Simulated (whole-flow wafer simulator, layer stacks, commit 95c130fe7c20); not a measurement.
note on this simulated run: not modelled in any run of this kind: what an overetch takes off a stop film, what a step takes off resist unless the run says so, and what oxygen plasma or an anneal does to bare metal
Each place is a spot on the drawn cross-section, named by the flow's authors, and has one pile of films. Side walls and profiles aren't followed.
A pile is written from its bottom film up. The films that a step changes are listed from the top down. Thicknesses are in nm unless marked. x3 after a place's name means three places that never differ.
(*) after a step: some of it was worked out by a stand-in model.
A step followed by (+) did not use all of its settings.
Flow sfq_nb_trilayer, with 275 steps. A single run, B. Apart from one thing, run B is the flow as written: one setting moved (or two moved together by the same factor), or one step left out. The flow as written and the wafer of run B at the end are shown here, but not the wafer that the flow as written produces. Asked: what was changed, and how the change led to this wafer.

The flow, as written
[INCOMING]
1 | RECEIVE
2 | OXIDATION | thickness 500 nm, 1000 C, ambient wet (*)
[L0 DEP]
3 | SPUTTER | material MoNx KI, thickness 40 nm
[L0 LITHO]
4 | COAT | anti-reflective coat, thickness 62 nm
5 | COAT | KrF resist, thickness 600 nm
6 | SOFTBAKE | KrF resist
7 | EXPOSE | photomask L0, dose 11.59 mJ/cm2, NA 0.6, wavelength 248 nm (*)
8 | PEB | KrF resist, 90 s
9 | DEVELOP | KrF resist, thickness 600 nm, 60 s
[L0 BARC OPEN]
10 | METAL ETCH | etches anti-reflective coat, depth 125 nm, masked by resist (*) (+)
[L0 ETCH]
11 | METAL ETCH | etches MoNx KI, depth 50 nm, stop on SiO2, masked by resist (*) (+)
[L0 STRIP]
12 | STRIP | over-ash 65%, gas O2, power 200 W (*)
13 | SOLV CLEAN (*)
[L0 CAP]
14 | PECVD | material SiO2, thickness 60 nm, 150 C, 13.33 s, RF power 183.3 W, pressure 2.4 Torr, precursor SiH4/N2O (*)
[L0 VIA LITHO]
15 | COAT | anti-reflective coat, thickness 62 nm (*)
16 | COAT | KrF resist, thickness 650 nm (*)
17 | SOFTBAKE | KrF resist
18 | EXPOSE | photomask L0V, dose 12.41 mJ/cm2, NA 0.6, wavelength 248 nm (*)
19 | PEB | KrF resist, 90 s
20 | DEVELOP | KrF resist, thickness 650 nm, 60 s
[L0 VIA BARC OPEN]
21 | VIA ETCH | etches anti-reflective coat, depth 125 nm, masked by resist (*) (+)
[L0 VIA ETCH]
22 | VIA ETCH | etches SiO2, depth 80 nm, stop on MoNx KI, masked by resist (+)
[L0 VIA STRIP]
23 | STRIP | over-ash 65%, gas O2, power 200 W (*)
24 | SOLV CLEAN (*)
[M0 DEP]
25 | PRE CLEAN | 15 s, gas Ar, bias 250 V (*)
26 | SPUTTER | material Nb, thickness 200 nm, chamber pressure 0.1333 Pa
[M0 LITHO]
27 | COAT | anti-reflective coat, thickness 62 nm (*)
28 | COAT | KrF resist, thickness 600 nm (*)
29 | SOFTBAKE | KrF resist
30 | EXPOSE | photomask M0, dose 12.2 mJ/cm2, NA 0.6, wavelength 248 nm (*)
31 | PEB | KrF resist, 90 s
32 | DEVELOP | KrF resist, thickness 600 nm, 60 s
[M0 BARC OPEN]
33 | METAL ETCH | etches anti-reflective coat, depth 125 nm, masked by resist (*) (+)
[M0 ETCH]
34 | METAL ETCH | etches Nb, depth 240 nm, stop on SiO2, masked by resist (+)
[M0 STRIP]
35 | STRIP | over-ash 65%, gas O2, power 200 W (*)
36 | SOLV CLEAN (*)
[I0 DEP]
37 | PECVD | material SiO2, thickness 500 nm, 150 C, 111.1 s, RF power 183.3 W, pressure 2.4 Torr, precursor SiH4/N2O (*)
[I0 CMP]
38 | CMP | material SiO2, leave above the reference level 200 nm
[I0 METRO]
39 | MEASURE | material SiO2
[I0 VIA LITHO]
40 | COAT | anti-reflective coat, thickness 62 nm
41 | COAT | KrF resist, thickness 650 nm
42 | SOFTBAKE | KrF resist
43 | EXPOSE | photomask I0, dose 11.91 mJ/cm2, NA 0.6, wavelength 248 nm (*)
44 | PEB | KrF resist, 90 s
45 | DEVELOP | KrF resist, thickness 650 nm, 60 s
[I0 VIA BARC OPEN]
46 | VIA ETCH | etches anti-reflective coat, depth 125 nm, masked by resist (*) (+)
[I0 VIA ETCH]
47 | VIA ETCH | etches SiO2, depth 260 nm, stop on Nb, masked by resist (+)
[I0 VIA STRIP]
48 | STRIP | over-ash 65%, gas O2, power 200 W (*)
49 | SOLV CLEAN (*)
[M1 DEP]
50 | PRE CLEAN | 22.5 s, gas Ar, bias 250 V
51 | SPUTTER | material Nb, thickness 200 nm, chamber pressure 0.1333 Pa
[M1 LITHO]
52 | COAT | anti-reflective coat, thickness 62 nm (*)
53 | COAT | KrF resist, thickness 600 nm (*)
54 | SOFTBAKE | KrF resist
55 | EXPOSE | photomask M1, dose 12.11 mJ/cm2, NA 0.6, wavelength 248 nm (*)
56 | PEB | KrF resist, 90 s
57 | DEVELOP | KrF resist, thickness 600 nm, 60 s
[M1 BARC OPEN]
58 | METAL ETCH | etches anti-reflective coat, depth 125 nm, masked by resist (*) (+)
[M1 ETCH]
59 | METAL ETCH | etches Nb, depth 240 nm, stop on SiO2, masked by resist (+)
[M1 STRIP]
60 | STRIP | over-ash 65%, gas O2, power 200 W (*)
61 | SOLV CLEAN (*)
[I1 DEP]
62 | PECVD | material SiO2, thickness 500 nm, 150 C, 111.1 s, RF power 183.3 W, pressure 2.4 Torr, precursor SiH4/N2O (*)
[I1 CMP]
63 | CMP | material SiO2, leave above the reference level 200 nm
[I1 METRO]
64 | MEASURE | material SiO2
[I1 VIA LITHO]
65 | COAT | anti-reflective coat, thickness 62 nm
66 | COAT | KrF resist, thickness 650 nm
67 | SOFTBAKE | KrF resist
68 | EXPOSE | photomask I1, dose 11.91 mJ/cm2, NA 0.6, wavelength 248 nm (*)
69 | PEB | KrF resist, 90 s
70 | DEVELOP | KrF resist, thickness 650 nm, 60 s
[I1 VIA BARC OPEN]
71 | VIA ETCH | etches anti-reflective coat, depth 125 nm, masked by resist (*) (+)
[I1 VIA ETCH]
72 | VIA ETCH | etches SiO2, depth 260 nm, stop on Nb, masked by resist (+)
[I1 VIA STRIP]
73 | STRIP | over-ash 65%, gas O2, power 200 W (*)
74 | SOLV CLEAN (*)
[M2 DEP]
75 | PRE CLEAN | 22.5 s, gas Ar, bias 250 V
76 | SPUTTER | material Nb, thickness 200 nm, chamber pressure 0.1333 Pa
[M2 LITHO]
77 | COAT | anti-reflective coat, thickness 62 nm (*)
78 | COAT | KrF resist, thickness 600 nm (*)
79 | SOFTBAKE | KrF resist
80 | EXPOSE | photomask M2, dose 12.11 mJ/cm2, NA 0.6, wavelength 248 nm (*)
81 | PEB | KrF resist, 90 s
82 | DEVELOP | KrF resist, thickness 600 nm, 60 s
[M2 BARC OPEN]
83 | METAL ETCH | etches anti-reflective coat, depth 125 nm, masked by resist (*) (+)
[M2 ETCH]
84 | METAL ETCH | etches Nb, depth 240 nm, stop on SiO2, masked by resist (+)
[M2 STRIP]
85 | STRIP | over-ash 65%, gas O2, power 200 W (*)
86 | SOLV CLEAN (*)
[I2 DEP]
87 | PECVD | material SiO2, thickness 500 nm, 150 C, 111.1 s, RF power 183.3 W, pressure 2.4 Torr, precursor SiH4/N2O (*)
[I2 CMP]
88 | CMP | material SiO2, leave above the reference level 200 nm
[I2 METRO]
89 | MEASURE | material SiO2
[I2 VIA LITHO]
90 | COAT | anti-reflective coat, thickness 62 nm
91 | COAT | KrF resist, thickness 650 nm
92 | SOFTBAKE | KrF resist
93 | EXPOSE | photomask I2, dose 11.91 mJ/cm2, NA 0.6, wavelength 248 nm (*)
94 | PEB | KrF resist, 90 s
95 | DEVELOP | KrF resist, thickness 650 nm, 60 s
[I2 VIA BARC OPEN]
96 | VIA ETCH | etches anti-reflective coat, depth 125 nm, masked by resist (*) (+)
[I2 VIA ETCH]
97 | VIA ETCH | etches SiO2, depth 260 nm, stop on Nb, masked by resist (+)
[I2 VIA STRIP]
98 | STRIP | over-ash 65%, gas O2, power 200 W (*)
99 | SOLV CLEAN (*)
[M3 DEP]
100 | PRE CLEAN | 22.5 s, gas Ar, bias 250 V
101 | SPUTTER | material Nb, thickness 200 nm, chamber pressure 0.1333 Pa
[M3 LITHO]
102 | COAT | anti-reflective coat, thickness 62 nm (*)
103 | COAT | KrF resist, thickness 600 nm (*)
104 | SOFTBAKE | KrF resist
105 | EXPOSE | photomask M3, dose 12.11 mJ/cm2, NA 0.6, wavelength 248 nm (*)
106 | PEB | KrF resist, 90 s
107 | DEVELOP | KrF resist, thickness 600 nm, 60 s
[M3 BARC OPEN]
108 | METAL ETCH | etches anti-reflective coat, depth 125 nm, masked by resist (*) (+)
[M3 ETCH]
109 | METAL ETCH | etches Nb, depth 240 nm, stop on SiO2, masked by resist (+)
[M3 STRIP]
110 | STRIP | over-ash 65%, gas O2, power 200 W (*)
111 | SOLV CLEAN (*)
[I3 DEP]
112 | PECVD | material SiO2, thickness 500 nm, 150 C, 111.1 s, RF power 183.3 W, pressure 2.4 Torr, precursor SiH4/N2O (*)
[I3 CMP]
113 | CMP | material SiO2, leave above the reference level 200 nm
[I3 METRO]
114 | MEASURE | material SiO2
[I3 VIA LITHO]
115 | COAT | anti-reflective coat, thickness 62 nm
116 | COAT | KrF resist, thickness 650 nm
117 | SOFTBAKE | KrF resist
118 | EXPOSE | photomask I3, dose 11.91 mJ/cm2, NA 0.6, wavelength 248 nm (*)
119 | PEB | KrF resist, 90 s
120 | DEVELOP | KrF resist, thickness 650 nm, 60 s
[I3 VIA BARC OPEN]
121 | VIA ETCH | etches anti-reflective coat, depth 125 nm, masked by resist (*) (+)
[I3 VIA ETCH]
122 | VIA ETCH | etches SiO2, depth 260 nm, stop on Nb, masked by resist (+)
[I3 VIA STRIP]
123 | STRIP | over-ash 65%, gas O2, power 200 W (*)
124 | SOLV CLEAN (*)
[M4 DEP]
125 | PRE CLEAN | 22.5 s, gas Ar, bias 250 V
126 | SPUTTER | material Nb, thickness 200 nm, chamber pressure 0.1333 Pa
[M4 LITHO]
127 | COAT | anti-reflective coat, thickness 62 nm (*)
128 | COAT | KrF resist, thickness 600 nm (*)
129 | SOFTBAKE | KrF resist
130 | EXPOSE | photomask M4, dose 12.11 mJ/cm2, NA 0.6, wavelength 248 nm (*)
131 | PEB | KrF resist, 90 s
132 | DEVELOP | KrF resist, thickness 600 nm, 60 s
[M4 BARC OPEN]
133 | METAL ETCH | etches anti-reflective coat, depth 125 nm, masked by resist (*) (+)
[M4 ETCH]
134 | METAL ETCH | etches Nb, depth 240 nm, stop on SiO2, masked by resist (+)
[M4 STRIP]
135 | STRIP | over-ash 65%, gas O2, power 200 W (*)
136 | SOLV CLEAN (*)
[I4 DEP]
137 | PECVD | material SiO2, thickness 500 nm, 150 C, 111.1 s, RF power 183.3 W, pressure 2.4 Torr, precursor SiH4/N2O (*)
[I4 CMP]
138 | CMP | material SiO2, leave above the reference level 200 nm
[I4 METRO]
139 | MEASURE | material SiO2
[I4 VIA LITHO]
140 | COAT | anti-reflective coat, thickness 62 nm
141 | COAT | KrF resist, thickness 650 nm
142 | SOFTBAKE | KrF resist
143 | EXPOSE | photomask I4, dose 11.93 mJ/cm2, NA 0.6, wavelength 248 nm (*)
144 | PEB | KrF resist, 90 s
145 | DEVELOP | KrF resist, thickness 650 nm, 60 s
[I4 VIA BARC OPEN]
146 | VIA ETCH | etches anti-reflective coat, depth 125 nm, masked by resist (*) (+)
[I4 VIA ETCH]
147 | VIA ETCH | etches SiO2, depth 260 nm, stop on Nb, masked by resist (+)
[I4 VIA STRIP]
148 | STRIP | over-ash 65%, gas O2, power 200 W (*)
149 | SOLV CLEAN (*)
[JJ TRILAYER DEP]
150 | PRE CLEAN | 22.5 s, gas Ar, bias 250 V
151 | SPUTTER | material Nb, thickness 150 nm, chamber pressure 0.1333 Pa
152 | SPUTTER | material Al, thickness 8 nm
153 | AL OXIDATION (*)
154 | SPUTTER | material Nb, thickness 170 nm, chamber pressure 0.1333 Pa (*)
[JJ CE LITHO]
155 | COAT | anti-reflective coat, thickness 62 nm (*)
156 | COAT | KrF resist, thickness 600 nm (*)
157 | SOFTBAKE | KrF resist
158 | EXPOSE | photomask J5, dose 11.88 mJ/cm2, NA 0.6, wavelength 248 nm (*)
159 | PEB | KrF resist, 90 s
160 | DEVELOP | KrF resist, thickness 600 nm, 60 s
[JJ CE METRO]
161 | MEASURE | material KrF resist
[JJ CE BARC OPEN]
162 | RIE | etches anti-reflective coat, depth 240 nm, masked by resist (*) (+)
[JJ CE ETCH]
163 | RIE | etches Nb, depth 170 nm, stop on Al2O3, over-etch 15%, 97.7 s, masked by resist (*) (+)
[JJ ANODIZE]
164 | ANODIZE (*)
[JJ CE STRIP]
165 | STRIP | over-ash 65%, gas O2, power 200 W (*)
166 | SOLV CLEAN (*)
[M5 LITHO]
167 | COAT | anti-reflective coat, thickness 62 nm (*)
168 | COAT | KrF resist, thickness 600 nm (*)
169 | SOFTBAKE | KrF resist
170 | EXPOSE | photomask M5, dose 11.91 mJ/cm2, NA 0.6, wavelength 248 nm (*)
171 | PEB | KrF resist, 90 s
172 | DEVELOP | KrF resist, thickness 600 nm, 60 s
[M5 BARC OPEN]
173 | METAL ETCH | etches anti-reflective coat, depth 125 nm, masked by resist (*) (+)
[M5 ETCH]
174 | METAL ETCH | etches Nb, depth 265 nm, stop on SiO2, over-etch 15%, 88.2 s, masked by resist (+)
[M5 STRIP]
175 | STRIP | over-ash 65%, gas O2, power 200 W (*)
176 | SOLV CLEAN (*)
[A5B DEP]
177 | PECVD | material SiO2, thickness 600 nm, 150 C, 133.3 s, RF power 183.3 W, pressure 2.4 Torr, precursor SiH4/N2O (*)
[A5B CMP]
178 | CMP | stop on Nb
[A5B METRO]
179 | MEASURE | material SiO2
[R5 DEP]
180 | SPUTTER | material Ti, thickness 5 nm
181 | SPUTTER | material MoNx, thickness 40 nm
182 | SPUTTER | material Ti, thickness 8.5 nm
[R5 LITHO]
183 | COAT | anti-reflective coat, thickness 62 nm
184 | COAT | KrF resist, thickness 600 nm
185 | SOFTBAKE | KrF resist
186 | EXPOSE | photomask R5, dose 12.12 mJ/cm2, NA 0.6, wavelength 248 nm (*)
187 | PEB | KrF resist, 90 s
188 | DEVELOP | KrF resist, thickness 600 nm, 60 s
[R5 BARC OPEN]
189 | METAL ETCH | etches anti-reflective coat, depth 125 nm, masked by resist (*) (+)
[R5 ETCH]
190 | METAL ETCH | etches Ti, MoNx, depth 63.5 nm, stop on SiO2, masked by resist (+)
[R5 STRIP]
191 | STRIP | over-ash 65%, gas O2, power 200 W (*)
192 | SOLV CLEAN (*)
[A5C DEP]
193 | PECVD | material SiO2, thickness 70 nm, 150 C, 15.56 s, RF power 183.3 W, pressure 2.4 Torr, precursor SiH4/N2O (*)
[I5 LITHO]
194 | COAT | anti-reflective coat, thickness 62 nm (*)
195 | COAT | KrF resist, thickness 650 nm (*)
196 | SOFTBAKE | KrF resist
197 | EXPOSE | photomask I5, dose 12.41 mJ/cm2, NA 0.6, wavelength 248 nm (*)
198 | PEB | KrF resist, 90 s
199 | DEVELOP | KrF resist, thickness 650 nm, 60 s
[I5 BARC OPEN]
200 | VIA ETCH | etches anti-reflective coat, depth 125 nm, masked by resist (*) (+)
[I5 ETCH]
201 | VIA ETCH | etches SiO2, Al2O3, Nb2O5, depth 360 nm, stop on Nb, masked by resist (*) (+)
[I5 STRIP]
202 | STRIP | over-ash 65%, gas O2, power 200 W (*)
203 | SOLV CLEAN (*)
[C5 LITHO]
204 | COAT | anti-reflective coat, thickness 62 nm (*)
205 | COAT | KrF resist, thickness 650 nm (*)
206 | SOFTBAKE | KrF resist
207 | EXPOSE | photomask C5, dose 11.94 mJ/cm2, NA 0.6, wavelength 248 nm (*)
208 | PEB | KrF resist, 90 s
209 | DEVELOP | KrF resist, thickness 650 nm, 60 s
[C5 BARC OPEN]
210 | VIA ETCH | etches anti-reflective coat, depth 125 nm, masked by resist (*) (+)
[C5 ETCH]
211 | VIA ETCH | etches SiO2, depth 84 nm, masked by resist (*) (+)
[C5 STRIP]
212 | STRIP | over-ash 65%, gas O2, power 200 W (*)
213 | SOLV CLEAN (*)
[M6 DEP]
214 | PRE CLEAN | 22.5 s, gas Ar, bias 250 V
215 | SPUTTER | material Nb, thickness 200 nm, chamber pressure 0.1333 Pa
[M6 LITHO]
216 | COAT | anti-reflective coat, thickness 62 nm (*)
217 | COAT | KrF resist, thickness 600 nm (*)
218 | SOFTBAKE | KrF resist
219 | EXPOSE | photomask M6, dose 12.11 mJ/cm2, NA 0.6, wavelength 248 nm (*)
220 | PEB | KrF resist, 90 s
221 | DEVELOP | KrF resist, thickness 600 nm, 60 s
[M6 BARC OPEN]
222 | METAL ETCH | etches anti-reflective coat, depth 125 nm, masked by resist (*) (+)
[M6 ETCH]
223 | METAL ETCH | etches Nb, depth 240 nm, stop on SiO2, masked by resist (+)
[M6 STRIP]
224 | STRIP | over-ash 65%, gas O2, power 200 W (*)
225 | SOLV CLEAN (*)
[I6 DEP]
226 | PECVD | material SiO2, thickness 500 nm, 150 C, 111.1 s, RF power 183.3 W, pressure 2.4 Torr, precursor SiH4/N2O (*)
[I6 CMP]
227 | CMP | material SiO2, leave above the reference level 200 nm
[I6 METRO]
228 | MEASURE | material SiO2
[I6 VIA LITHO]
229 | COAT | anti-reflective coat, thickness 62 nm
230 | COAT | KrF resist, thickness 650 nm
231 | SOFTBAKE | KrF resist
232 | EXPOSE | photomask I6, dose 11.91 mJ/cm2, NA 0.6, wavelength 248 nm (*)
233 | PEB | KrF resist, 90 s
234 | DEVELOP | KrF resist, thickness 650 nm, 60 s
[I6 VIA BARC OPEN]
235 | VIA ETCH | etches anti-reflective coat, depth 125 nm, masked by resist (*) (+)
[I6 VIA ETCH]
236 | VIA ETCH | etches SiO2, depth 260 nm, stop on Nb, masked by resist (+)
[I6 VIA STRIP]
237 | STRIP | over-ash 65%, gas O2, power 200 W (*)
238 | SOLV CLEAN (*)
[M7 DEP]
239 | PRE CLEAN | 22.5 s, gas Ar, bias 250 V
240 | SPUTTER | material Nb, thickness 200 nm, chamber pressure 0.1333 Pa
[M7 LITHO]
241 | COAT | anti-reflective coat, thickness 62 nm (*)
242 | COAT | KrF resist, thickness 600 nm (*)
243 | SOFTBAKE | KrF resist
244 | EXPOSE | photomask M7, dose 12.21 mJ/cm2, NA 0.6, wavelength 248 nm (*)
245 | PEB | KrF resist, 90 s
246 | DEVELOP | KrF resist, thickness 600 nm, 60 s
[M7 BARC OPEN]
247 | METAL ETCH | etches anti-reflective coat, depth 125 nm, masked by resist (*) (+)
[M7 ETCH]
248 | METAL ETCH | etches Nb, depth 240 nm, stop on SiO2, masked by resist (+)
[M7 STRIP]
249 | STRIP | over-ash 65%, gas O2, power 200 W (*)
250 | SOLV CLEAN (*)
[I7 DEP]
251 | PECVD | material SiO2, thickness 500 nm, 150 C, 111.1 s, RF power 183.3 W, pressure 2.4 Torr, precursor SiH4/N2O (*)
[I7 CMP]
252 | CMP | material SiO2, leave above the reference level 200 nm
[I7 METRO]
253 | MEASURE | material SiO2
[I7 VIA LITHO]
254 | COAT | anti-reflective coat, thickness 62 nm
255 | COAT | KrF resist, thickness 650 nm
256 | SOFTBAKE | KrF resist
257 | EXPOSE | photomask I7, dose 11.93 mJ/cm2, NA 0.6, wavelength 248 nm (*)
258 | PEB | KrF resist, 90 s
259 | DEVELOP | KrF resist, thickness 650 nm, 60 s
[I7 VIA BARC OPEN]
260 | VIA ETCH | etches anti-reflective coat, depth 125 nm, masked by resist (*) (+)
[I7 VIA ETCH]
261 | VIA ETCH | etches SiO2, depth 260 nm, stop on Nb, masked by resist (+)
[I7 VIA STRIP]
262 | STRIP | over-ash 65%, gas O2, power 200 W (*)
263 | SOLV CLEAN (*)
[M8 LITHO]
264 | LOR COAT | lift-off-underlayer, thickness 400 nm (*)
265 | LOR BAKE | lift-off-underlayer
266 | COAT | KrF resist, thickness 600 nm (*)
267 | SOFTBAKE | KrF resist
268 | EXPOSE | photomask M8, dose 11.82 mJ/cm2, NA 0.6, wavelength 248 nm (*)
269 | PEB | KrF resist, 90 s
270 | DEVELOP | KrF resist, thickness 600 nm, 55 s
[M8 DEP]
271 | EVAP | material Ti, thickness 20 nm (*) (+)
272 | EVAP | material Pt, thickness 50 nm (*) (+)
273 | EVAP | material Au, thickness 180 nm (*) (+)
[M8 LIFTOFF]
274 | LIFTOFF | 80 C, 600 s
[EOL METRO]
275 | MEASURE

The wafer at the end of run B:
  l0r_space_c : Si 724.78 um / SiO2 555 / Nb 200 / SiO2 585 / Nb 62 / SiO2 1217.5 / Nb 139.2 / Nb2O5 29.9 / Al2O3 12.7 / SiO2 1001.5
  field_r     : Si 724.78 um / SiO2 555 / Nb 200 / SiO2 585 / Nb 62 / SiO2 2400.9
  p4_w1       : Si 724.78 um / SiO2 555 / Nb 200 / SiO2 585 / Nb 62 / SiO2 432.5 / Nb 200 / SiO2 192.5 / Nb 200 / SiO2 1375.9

What caused this: step 76, SPUTTER: thickness 302 nm was run, while the flow as written has thickness 200 nm.

The path from the change to this, step by step:
  76 | SPUTTER | material Nb, thickness 200 nm, chamber pressure 0.1333 Pa
      field_l, v_sur, via_wl and 102 more: Nb gains 302 (new film) (it would be, as written: Nb gains 200 (new film))
      via_v: Nb gains 265.1 (it would be, as written: Nb gains 174.5)
  84 | METAL ETCH | etches Nb, depth 240 nm, stop on SiO2, masked by resist (+)
      field_l, be, be_sur and 81 more: Nb loses 240 (it would be, as written: Nb loses 200 (all of it))
  87 | PECVD | material SiO2, thickness 500 nm, 150 C, 111.1 s, RF power 183.3 W, pressure 2.4 Torr, precursor SiH4/N2O (*)
      field_l, be, be_sur and 81 more: SiO2 gains 500 (new film) (it would be, as written: SiO2 gains 500)
      via_v: SiO2 gains 592.9 (new film) (it would be, as written: SiO2 gains 606 (new film))
  88 | CMP | material SiO2, leave above the reference level 200 nm
      field_l, be, be_sur and 81 more: SiO2 loses 60 (it would be, as written: SiO2 loses 100)
      via_v: SiO2 loses 157.1 (it would be, as written: SiO2 loses 181.6)
Taking metal films that touch as one body, l0r_space_c has 3 bodies (between them, from the top down: SiO2 1217.5; SiO2 585); the flow as written gives 2 bodies (between them, from the top down: SiO2 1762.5).
Taking metal films that touch as one body, field_r has 2 bodies (between them, from the top down: SiO2 585); the flow as written gives 1 body.
Taking metal films that touch as one body, p4_w1 has 4 bodies (between them, from the top down: SiO2 192.5; SiO2 432.5; SiO2 585); the flow as written gives 3 bodies (between them, from the top down: SiO2 192.5; SiO2 977.5).
